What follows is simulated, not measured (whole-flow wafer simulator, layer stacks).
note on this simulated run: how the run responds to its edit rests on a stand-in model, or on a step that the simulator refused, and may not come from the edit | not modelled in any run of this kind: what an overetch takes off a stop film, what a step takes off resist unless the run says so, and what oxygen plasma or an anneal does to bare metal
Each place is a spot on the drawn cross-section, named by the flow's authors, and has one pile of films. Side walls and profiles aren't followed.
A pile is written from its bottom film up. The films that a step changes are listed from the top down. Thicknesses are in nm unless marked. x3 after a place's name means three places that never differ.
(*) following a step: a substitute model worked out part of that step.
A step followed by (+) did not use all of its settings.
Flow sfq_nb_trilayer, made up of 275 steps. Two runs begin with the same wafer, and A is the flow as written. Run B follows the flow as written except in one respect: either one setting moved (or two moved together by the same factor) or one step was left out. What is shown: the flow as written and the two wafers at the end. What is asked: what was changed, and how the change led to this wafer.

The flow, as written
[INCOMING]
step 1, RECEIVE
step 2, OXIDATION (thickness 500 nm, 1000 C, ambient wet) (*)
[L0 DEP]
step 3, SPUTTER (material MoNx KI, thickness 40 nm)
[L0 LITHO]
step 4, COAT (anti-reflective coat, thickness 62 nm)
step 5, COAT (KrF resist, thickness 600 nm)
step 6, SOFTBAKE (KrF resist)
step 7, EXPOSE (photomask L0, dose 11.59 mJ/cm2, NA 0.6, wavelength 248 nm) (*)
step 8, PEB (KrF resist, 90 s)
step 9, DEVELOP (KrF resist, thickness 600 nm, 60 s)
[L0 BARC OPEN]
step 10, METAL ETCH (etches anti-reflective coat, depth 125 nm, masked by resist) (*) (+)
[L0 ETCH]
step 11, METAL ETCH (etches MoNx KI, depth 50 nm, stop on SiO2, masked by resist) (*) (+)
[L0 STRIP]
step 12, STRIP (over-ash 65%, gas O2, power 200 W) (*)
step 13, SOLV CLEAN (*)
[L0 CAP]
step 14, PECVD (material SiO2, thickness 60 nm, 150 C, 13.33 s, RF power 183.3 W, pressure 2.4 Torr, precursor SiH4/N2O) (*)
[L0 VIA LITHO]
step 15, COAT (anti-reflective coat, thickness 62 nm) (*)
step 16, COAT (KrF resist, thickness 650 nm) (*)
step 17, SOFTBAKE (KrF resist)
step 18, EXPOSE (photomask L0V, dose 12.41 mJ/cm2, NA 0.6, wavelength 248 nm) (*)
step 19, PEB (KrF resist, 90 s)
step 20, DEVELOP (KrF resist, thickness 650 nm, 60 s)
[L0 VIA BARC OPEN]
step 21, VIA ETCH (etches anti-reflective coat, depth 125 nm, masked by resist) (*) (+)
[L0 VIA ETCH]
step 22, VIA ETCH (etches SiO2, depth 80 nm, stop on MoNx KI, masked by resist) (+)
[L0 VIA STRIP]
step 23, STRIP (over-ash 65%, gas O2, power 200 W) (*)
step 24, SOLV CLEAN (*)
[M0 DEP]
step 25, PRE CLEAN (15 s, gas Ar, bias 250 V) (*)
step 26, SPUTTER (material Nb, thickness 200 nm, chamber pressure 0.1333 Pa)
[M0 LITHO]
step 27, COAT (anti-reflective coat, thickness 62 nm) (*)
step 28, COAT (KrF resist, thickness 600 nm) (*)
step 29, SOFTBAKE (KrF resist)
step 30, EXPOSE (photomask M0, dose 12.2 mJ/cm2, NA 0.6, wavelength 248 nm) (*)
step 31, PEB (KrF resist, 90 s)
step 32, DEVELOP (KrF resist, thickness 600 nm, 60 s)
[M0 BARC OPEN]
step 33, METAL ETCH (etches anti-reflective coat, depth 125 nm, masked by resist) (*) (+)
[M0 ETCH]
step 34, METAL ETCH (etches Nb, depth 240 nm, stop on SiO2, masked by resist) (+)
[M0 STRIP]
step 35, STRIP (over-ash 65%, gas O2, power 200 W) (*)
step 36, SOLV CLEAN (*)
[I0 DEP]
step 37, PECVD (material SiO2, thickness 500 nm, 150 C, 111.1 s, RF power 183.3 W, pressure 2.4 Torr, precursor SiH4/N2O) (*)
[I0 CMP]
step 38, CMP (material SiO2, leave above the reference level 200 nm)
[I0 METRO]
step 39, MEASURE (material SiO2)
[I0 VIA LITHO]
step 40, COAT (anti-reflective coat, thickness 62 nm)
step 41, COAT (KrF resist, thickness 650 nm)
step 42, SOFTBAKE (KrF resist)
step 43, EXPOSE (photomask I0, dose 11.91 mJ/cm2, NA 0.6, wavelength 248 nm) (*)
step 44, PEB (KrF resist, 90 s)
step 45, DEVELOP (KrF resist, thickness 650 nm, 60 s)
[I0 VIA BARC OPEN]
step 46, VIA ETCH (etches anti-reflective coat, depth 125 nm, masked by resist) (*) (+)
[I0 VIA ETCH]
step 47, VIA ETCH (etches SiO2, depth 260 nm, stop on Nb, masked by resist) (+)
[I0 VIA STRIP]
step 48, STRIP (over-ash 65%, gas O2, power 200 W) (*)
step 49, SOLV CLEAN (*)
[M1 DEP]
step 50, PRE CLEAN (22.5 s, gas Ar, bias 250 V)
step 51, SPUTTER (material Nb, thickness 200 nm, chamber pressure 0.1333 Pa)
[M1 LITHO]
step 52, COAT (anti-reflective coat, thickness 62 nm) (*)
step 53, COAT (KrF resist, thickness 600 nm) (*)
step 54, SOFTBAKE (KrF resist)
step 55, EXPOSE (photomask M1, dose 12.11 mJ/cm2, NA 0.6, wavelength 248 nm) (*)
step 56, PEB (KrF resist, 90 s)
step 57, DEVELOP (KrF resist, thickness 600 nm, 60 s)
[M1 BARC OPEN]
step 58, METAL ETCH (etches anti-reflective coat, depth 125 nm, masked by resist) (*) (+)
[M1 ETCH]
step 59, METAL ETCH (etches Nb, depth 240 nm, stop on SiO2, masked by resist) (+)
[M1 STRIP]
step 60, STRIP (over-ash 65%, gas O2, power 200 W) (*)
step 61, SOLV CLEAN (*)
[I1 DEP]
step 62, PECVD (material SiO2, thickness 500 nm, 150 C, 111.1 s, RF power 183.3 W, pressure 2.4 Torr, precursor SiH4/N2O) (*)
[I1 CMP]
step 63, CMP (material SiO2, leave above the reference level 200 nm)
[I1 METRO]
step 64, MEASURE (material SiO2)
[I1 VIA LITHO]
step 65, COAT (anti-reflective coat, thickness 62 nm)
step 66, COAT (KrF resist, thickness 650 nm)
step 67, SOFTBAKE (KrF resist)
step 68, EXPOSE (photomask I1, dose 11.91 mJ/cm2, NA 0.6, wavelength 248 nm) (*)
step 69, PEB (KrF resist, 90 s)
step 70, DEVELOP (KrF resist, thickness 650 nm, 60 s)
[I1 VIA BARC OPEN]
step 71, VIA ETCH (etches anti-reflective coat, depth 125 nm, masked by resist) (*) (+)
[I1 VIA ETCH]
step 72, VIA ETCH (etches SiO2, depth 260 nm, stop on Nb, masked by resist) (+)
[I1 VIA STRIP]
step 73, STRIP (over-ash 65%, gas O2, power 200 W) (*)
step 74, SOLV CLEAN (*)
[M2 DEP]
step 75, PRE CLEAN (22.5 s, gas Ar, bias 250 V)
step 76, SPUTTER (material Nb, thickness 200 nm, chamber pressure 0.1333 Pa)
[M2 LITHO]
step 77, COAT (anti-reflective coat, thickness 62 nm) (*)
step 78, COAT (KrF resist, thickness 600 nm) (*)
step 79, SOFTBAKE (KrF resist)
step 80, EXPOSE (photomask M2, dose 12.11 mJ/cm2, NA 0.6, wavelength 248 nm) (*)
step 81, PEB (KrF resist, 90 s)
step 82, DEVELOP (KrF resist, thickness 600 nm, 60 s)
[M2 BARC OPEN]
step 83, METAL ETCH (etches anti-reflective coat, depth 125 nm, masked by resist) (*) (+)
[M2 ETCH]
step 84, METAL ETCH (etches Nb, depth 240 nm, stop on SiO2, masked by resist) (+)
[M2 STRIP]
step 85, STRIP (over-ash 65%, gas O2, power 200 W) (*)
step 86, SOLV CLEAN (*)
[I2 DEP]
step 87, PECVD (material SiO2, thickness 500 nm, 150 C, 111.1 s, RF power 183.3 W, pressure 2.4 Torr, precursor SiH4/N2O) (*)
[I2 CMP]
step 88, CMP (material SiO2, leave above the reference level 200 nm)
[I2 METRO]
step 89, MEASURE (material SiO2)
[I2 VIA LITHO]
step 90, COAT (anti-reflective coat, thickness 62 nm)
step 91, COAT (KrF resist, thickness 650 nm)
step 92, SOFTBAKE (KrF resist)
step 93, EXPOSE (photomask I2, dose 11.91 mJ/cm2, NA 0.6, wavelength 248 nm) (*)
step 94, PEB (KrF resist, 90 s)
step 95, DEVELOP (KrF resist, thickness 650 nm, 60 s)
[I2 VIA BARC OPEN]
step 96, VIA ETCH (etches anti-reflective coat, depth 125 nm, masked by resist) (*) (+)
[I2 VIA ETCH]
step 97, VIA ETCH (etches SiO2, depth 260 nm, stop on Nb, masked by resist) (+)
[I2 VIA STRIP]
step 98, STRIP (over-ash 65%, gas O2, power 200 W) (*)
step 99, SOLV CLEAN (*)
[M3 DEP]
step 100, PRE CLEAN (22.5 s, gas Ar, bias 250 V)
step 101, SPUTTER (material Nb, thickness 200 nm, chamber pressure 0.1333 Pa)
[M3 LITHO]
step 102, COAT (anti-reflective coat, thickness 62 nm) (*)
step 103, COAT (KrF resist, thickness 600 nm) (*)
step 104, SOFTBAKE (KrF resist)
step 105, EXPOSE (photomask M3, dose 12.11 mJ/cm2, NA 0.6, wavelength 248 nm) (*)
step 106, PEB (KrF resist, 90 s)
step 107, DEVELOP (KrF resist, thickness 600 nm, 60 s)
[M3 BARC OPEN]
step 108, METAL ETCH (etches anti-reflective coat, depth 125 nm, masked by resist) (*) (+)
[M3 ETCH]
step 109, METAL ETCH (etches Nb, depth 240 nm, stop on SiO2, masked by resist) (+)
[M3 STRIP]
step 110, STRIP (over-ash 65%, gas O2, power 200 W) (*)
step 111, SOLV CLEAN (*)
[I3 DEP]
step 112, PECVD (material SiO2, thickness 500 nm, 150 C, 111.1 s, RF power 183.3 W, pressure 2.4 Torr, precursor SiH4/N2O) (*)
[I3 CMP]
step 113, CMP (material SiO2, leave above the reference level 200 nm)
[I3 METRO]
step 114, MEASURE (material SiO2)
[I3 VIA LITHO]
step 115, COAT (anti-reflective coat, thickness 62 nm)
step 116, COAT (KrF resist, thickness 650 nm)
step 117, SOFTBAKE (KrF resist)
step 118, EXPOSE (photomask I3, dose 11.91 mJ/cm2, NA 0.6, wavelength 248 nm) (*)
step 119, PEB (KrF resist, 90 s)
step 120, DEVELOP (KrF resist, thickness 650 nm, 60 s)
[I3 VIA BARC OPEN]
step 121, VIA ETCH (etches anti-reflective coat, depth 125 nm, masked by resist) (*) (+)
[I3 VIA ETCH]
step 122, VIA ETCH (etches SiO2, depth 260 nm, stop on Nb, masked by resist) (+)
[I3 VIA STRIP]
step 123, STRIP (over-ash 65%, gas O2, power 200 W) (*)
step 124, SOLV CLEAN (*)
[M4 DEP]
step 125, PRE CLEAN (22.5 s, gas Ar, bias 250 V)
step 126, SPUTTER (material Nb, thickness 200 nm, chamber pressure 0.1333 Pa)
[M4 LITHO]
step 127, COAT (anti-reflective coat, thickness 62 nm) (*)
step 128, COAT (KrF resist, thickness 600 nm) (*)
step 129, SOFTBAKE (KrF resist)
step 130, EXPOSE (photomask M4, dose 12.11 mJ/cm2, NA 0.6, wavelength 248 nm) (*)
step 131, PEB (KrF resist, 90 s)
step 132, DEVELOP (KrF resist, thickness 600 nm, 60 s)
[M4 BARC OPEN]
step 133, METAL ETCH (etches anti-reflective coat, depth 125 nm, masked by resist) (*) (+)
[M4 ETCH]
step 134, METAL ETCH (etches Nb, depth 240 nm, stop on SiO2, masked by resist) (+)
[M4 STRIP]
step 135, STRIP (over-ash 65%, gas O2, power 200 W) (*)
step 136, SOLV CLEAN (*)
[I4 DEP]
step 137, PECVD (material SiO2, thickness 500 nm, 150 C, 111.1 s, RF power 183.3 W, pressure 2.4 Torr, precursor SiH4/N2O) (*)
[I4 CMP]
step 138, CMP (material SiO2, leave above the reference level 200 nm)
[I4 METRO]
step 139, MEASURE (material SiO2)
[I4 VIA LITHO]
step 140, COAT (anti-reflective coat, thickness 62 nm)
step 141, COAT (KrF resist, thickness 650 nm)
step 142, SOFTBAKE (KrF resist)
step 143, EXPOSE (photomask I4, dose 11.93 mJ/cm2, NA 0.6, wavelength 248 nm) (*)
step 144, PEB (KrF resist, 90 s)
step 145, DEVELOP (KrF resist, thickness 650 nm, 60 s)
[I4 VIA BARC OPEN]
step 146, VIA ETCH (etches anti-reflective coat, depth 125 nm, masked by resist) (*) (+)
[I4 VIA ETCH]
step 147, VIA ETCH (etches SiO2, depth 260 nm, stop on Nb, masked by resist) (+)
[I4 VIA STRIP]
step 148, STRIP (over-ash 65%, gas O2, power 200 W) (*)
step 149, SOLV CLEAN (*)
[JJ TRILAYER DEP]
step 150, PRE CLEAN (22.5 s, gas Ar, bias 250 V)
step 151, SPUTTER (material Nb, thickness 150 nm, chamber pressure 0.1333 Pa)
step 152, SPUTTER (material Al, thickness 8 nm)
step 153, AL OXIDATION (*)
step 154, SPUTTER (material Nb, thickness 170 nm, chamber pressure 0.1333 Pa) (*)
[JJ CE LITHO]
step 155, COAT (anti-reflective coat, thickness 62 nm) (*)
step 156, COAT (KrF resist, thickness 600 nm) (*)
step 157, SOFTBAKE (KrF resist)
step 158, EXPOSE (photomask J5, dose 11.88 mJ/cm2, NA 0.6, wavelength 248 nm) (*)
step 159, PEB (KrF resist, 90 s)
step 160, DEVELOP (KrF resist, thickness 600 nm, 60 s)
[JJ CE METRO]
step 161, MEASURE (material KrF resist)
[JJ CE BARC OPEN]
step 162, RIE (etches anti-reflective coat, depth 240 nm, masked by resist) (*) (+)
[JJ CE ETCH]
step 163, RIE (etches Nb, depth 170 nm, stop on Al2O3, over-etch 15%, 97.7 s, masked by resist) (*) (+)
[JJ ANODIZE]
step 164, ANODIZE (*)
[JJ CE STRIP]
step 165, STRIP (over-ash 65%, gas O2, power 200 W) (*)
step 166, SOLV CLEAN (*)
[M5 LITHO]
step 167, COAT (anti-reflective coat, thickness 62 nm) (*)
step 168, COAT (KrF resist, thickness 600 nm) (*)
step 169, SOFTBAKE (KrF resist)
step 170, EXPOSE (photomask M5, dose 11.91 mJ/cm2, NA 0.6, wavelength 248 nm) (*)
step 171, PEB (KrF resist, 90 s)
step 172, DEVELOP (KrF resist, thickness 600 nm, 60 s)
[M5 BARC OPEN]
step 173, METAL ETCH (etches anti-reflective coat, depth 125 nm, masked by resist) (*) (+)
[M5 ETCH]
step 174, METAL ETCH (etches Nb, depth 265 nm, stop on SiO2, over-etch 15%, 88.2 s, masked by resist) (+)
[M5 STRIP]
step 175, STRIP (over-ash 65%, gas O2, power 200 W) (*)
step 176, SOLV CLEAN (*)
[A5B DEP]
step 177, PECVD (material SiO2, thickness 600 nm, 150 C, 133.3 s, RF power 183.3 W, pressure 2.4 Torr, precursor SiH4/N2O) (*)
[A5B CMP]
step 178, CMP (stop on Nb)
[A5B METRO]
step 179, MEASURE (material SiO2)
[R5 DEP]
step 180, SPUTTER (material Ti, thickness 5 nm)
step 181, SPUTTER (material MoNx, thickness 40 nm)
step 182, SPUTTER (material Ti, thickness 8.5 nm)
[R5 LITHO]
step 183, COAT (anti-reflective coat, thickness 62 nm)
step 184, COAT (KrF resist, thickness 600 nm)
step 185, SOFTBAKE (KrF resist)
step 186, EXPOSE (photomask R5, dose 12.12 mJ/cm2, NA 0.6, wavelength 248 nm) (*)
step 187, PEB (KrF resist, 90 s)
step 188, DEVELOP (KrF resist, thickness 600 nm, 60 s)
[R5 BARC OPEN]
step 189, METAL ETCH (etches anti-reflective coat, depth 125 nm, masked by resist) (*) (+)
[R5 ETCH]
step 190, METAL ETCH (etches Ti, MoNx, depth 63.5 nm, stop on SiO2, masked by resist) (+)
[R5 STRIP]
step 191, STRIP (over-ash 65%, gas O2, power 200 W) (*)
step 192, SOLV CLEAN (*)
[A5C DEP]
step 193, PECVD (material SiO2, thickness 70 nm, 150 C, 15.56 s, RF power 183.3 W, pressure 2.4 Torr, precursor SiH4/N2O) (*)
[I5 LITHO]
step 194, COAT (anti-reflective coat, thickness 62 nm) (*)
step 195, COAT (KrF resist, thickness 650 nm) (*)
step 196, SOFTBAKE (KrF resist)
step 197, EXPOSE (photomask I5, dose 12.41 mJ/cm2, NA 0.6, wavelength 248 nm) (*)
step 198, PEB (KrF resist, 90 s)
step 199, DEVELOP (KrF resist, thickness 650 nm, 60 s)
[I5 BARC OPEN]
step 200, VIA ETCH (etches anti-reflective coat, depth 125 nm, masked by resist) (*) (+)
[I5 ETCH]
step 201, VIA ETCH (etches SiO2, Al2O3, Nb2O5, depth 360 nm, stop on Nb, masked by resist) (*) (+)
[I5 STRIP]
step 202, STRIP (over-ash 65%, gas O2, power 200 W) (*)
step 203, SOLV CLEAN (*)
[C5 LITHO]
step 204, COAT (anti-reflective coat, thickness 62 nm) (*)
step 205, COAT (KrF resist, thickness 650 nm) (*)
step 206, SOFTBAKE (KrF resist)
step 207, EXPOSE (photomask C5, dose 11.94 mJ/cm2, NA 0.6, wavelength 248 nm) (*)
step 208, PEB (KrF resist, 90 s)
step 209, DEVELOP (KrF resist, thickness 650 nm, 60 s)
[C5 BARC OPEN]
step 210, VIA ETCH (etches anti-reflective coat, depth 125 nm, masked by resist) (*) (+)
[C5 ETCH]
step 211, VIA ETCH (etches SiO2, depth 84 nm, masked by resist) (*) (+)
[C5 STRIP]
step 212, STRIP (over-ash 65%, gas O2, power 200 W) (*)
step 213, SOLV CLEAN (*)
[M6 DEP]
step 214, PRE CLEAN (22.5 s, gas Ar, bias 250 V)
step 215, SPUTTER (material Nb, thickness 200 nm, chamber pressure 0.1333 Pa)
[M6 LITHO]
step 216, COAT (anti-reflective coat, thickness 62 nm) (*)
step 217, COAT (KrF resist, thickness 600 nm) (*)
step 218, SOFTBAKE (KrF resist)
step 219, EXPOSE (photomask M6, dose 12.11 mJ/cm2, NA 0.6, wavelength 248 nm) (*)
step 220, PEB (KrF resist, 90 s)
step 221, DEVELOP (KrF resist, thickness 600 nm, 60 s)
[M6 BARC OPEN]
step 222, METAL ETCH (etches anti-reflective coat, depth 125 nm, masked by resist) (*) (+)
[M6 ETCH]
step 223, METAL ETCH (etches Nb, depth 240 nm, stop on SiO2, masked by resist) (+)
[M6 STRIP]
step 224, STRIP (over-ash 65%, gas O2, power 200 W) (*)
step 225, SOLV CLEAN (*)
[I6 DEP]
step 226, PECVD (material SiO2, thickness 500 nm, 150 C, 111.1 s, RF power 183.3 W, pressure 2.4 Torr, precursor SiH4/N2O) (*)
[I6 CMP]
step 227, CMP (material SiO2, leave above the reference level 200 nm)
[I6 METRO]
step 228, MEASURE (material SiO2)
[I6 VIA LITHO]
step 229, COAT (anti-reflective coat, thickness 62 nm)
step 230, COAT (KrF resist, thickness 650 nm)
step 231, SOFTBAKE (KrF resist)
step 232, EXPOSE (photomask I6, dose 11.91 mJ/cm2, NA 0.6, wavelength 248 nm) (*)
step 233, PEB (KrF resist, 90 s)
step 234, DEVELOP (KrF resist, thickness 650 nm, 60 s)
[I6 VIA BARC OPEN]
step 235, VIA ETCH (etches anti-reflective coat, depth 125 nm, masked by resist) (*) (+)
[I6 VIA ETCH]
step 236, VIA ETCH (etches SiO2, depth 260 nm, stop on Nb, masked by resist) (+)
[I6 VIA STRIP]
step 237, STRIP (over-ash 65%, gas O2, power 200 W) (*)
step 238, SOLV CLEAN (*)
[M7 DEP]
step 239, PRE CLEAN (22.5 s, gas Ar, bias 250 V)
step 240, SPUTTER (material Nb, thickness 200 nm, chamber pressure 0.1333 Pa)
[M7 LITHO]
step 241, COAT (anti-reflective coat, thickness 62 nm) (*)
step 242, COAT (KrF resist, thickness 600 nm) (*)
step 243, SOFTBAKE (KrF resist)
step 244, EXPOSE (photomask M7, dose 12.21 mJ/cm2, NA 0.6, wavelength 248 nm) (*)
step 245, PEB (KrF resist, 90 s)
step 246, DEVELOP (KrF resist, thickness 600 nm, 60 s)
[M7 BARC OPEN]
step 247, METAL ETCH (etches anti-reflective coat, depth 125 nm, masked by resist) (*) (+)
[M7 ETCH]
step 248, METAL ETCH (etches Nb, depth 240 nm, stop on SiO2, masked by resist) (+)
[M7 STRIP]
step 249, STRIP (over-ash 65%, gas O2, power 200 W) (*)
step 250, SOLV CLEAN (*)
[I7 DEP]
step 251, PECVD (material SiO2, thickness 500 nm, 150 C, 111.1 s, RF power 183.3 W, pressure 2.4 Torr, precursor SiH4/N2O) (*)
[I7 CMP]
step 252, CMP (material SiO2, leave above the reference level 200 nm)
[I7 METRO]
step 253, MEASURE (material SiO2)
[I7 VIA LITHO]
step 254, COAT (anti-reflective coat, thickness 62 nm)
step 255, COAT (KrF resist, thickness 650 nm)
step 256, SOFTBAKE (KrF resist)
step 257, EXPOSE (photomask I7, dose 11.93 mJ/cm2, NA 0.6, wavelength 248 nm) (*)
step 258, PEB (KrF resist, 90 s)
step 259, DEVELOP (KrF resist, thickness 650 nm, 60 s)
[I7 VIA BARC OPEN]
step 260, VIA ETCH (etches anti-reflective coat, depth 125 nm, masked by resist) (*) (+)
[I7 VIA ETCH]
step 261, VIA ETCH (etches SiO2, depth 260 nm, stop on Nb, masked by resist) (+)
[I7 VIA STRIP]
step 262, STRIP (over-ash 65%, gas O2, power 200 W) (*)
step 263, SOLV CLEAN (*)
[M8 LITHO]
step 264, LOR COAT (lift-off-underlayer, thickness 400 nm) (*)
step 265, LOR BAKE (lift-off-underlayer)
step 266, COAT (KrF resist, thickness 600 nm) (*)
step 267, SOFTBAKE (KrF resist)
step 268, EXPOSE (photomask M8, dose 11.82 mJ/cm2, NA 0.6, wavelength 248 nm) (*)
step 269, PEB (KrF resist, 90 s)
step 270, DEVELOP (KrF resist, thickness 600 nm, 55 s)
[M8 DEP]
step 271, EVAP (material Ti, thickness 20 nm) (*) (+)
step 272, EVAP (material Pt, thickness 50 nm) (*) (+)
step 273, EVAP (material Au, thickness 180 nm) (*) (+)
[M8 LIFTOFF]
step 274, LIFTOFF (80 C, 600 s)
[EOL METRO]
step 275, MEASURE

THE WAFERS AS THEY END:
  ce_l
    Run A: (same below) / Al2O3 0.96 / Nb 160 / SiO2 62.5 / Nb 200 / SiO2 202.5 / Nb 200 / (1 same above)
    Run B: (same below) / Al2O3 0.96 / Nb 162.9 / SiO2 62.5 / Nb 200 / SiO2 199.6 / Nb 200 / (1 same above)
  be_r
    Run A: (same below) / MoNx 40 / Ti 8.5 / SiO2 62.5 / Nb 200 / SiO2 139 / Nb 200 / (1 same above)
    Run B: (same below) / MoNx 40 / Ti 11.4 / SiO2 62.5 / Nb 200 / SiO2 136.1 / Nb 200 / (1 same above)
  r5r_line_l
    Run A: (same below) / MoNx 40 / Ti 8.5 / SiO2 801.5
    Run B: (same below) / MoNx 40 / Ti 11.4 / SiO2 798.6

What caused this: step 182, SPUTTER: thickness 11.4 nm was run, whereas the flow has thickness 8.5 nm.
The wafer lets one read it off: be_r has Ti 11.4, and step 182 as written asks for 8.5 nm.

The path from the change to this, step by step:
  step 182, SPUTTER (material Ti, thickness 8.5 nm)
      field_l, v_sur, via_wl and 103 more: A Ti gains 8.5 (new film) | B Ti gains 11.4 (new film)
  step 190, METAL ETCH (etches Ti, MoNx, depth 63.5 nm, stop on SiO2, masked by resist) (+)
      field_l, v_sur, via_wl and 92 more: A Ti loses 8.5 (all of it), MoNx loses 40 (all of it), Ti loses 5 (all of it) | B Ti loses 11.4 (all of it), MoNx loses 40 (all of it), Ti loses 5 (all of it)
      ce_l, c5j, ce_r, wl_jj: A Ti loses 8.5 (all of it), MoNx loses 40 (all of it), Ti loses 5 (all of it), Nb loses 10 | B Ti loses 11.4 (all of it), MoNx loses 40 (all of it), Ti loses 5 (all of it), Nb loses 7.1
  step 194, COAT (anti-reflective coat, thickness 62 nm) (*)
      ce_r: A anti-reflective coat gains 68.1 (new film) | B anti-reflective coat gains 66.7 (new film)
  step 202, STRIP (over-ash 65%, gas O2, power 200 W) (*)
      ce_r: A KrF resist loses 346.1 (all of it), anti-reflective coat loses 68.1 (all of it) | B KrF resist loses 345.7 (all of it), anti-reflective coat loses 66.7 (all of it)
  step 204, COAT (anti-reflective coat, thickness 62 nm) (*)
      ce_r: A anti-reflective coat gains 67.2 (new film) | B anti-reflective coat gains 65.8 (new film)
  step 212, STRIP (over-ash 65%, gas O2, power 200 W) (*)
      ce_r: A KrF resist loses 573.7 (all of it), anti-reflective coat loses 67.2 (all of it) | B KrF resist loses 573.6 (all of it), anti-reflective coat loses 65.8 (all of it)
  step 216, COAT (anti-reflective coat, thickness 62 nm) (*)
      sp_r: A anti-reflective coat gains 65.9 (new film) | B anti-reflective coat gains 67.4 (new film)
  step 224, STRIP (over-ash 65%, gas O2, power 200 W) (*)
      sp_r: A KrF resist loses 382 (all of it), anti-reflective coat loses 65.9 (all of it) | B KrF resist loses 381.9 (all of it), anti-reflective coat loses 67.4 (all of it)
